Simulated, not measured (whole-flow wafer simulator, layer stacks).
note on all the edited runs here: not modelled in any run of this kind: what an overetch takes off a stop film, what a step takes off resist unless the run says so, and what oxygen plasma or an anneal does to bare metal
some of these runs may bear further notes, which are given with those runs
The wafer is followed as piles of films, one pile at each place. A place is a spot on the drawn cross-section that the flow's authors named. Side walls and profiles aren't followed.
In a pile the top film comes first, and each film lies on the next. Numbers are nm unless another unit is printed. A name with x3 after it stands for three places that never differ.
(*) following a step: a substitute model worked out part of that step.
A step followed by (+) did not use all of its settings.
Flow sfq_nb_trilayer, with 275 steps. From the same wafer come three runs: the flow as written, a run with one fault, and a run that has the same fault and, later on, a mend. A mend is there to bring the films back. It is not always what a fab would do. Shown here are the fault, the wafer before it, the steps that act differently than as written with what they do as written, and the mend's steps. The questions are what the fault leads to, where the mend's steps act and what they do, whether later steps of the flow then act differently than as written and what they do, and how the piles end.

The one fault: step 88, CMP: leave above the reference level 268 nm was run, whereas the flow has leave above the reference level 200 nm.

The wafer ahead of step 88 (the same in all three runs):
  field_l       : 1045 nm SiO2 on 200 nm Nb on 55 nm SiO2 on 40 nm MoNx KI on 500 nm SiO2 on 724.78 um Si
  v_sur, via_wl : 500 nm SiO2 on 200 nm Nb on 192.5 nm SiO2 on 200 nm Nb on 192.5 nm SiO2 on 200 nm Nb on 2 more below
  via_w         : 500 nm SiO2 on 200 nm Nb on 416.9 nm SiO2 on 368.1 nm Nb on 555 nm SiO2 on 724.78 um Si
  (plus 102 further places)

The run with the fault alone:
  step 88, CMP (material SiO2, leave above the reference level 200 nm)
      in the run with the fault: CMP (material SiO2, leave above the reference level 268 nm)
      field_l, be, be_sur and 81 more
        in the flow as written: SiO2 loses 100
        in the run with the fault: SiO2 loses 32
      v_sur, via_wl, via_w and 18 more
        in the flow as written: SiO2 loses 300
        in the run with the fault: SiO2 loses 232
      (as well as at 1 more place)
  Later steps of the flow acting differently than as written (4 other steps are not shown; they differ only slightly, by no more than 2% or 0.5 nm, whichever is larger):
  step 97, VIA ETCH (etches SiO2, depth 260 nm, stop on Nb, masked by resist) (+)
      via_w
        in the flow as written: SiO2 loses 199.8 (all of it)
        in the run with the fault: SiO2 loses 260
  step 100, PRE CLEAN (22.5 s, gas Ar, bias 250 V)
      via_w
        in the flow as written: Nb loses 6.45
        in the run with the fault: SiO2 loses 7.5
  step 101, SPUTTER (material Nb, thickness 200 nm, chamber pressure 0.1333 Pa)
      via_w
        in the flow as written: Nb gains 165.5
        in the run with the fault: Nb gains 152.6 (new film)
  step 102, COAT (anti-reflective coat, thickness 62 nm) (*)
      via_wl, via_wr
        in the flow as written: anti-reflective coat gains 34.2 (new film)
        in the run with the fault: anti-reflective coat gains 23 (new film)
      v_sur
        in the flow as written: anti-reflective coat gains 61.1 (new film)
        in the run with the fault: anti-reflective coat gains 55.7 (new film)
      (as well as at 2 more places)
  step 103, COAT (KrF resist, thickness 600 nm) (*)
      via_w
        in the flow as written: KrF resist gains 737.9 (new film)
        in the run with the fault: KrF resist gains 794 (new film)
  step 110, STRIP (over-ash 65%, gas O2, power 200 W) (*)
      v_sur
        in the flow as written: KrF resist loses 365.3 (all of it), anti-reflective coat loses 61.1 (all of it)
        in the run with the fault: KrF resist loses 362.3 (all of it), anti-reflective coat loses 55.7 (all of it)
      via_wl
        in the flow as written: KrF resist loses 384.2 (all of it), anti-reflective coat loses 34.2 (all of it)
        in the run with the fault: KrF resist loses 383.9 (all of it), anti-reflective coat loses 23 (all of it)
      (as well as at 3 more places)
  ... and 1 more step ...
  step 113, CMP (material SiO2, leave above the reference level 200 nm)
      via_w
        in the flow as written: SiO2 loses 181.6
        in the run with the fault: SiO2 loses 157.1
  At field_l, v_sur, via_wl and 103 more, the piles at the end differ from the flow's by more than 2% or 0.5 nm, whichever is larger.
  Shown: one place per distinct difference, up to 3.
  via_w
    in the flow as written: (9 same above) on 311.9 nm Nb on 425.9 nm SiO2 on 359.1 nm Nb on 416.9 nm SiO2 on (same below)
    in the run with the fault: (9 same above) on 311.9 nm Nb on 500.1 nm SiO2 on 152.6 nm Nb on 0.34 nm SiO2 on 200 nm Nb on 416.9 nm SiO2 on (same below)
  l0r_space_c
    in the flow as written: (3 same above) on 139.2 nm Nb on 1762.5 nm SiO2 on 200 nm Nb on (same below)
    in the run with the fault: (3 same above) on 139.2 nm Nb on 1830.5 nm SiO2 on 200 nm Nb on (same below)
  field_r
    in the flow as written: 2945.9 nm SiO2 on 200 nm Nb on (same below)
    in the run with the fault: 3013.9 nm SiO2 on 200 nm Nb on (same below)

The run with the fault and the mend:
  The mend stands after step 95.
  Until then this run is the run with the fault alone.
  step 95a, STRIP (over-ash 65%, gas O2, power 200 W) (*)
      field_l, v_sur, via_wl and 102 more
        KrF resist loses 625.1 (all of it), anti-reflective coat loses 62 (all of it)
      via_w
        anti-reflective coat loses 62 (all of it)
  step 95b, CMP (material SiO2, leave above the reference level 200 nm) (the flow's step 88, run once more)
      field_l, v_sur, via_wl and 103 more
        SiO2 loses 68
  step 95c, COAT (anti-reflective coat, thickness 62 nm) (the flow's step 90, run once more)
      field_l, v_sur, via_wl and 103 more
        anti-reflective coat gains 62 (new film)
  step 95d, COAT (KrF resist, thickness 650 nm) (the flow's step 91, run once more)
      field_l, v_sur, via_wl and 103 more
        KrF resist gains 650 (new film)
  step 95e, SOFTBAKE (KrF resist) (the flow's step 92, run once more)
      leaves every film unchanged at each place that is followed
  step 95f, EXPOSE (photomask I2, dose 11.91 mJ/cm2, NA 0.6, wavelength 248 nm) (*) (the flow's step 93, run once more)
      leaves every film unchanged at each place that is followed
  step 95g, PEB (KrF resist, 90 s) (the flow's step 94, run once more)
      field_l, v_sur, via_wl and 103 more
        KrF resist loses 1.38
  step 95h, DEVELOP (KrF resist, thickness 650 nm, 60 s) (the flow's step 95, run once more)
      field_l, v_sur, via_wl and 102 more
        KrF resist loses 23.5
      via_w
        KrF resist loses 648.6 (all of it)
  Later steps of the flow that are run all act as written at every place that is followed.
  The piles end the same as the flow's at every place that both follow.
